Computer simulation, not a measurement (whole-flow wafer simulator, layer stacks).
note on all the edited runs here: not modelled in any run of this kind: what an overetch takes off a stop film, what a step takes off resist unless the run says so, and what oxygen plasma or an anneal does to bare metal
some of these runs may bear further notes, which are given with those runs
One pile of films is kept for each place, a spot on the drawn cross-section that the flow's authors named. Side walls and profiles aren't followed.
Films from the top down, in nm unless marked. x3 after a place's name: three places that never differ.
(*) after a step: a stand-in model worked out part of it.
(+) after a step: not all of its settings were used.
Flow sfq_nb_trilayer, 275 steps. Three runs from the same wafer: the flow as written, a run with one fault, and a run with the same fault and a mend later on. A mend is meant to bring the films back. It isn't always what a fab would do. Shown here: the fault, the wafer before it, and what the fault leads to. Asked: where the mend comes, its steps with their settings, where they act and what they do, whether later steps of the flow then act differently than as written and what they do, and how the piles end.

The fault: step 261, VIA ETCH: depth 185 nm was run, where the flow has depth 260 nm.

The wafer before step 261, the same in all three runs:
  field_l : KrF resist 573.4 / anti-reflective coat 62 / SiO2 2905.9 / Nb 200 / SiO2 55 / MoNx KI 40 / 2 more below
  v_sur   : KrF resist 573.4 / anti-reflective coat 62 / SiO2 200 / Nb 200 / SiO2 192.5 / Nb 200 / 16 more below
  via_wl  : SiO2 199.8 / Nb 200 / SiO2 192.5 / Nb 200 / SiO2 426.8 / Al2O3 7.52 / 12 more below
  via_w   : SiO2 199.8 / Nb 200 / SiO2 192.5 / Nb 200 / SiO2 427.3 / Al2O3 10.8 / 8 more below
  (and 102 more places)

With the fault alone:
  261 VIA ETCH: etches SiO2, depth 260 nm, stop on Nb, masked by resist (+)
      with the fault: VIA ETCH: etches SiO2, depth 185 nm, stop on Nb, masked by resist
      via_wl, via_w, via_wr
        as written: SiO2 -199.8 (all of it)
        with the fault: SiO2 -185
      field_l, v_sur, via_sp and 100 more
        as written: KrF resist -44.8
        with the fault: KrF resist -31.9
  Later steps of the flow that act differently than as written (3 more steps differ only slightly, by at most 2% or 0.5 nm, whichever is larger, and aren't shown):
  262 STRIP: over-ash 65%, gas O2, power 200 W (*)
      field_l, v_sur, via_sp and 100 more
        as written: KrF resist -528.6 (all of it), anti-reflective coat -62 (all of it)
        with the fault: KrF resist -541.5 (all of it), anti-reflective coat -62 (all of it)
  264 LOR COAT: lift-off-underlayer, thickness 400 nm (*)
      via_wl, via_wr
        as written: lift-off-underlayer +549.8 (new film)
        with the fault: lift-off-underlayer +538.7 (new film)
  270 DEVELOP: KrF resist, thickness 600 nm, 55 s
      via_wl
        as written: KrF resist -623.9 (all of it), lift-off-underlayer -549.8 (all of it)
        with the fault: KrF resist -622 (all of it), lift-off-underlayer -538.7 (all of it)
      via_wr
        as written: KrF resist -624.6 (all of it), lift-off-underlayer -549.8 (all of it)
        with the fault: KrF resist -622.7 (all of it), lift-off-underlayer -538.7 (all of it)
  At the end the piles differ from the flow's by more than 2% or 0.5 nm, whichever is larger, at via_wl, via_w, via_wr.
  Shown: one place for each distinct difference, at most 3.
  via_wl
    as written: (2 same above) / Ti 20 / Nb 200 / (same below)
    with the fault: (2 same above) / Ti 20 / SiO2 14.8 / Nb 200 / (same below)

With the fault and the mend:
  The mend comes after step 262.
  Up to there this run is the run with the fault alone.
  262a COAT: anti-reflective coat, thickness 62 nm (*) (the flow's step 254 once more)
      p4_fl x3, p4_w1 x9, p4_g1 x2 and 63 more
        anti-reflective coat +62 (new film)
      moat, field_r, lsp_l and 6 more
        anti-reflective coat +61.7 (new film)
      sp_r, be_r, r_sur, res, r_end
        anti-reflective coat +61.6 (new film)
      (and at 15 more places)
  262b COAT: KrF resist, thickness 650 nm (*) (the flow's step 255 once more)
      p4_fl x3, p4_w1 x9, p4_g1 x2 and 63 more
        KrF resist +650 (new film)
      moat, field_r, lsp_l, ln_m5, lsp_r, l0_sur
        KrF resist +649.3 (new film)
      r_sur, res, r_end, l0v
        KrF resist +649.2 (new film)
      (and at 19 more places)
  262c SOFTBAKE: KrF resist (the flow's step 256 once more)
      changes no film at any place that is followed
  262d EXPOSE: photomask I7, dose 11.93 mJ/cm2, NA 0.6, wavelength 248 nm (*) (the flow's step 257 once more)
      changes no film at any place that is followed
  262e PEB: KrF resist, 90 s (the flow's step 258 once more)
      sp_r, be_r, r_sur and 88 more
        KrF resist -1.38
      wire, be, be_sur, gap, jj_sur, ce_l, c5j, ce_r
        KrF resist -1.37
      v_sur, via_sp, via_v
        KrF resist -1.36
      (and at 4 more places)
  262f DEVELOP: KrF resist, thickness 650 nm, 60 s (the flow's step 259 once more)
      field_l, v_sur, via_sp and 100 more
        KrF resist -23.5
      via_wl
        KrF resist -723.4 (all of it)
      via_w
        KrF resist -776.6 (all of it)
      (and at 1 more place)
  262g VIA ETCH: etches anti-reflective coat, depth 125 nm, masked by resist (+) (the flow's step 260 once more)
      field_l, v_sur, via_sp and 100 more
        KrF resist -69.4
      via_wl, via_wr
        anti-reflective coat -125
      via_w
        anti-reflective coat -79.7 (all of it), SiO2 -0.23
  262h VIA ETCH: etches SiO2, depth 75 nm, stop on Nb, masked by resist (*) (+) (the flow's step 261 once more, with other settings)
      field_l, v_sur, via_sp and 100 more
        KrF resist -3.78
      via_wl, via_wr
        anti-reflective coat -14 (all of it), SiO2 -14.8 (all of it)
      via_w
        SiO2 -14.6 (all of it)
  262i STRIP: over-ash 65%, gas O2, power 200 W (*) (the flow's step 262 once more)
      p4_fl x3, p4_w1 x9, p4_g1 x2 and 63 more
        KrF resist -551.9 (all of it), anti-reflective coat -62 (all of it)
      moat, field_r, lsp_l, ln_m5, lsp_m, ln_m6, lsp_r, l0_sur
        KrF resist -551.2 (all of it), anti-reflective coat -61.7 (all of it)
      jj_sur, ce_l
        KrF resist -550.7 (all of it), anti-reflective coat -61.5 (all of it)
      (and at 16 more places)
  No later step of the flow acts differently than as written at any place that is followed.
  At the end the piles are the same as the flow's at every place that both follow.
